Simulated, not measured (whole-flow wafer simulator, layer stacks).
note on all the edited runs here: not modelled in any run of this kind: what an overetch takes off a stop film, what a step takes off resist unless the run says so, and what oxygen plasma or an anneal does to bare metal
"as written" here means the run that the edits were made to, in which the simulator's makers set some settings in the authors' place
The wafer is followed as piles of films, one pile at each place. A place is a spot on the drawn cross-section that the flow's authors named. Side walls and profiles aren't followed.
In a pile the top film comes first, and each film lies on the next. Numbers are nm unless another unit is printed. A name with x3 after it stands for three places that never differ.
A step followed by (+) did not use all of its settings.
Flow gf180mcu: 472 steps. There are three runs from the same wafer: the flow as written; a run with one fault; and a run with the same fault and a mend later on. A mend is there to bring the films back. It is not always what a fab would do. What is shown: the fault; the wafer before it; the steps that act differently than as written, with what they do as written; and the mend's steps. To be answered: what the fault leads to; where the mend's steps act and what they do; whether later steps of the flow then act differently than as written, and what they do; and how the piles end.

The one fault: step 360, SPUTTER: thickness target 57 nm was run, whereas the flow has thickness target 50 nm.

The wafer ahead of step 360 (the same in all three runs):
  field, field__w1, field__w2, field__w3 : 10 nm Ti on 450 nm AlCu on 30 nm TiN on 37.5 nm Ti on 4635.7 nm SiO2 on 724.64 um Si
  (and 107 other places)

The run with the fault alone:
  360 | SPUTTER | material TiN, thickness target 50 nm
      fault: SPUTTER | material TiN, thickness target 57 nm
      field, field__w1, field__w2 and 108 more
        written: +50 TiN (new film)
        fault: +57 TiN (new film)
  Later steps of the flow acting differently than as written (not shown: 5 more steps that differ only slightly, by at most 2% or 0.5 nm, whichever is larger):
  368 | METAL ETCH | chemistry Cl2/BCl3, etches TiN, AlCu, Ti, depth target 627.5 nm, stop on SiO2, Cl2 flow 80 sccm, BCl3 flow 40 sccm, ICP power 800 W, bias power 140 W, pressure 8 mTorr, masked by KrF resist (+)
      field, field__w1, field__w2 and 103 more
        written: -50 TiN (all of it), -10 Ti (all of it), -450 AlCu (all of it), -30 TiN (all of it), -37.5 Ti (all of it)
        fault: -57 TiN (all of it), -10 Ti (all of it), -450 AlCu (all of it), -30 TiN (all of it), -37.5 Ti (all of it)
  At field__w8, contact, m1, m1__w1, m1_nw, the piles at the end differ from the flow's by more than 2% or 0.5 nm, whichever is larger.
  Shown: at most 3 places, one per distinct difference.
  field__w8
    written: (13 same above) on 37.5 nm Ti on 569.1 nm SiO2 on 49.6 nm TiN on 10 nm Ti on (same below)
    fault: (13 same above) on 37.5 nm Ti on 562.1 nm SiO2 on 56.6 nm TiN on 10 nm Ti on (same below)
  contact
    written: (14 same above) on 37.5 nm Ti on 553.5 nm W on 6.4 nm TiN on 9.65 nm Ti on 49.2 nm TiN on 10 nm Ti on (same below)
    fault: (14 same above) on 37.5 nm Ti on 546.4 nm W on 6.43 nm TiN on 9.69 nm Ti on 56.2 nm TiN on 10 nm Ti on (same below)

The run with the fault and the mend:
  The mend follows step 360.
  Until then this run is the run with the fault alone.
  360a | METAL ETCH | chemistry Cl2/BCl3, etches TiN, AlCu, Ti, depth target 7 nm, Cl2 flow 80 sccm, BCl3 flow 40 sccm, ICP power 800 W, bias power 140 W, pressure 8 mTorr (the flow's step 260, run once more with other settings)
      field, field__w1, field__w2 and 108 more
        -7 TiN
  None of the later steps of the flow acts differently than as written at any place that is followed.
  The piles end the same as the flow's at every place that both follow.
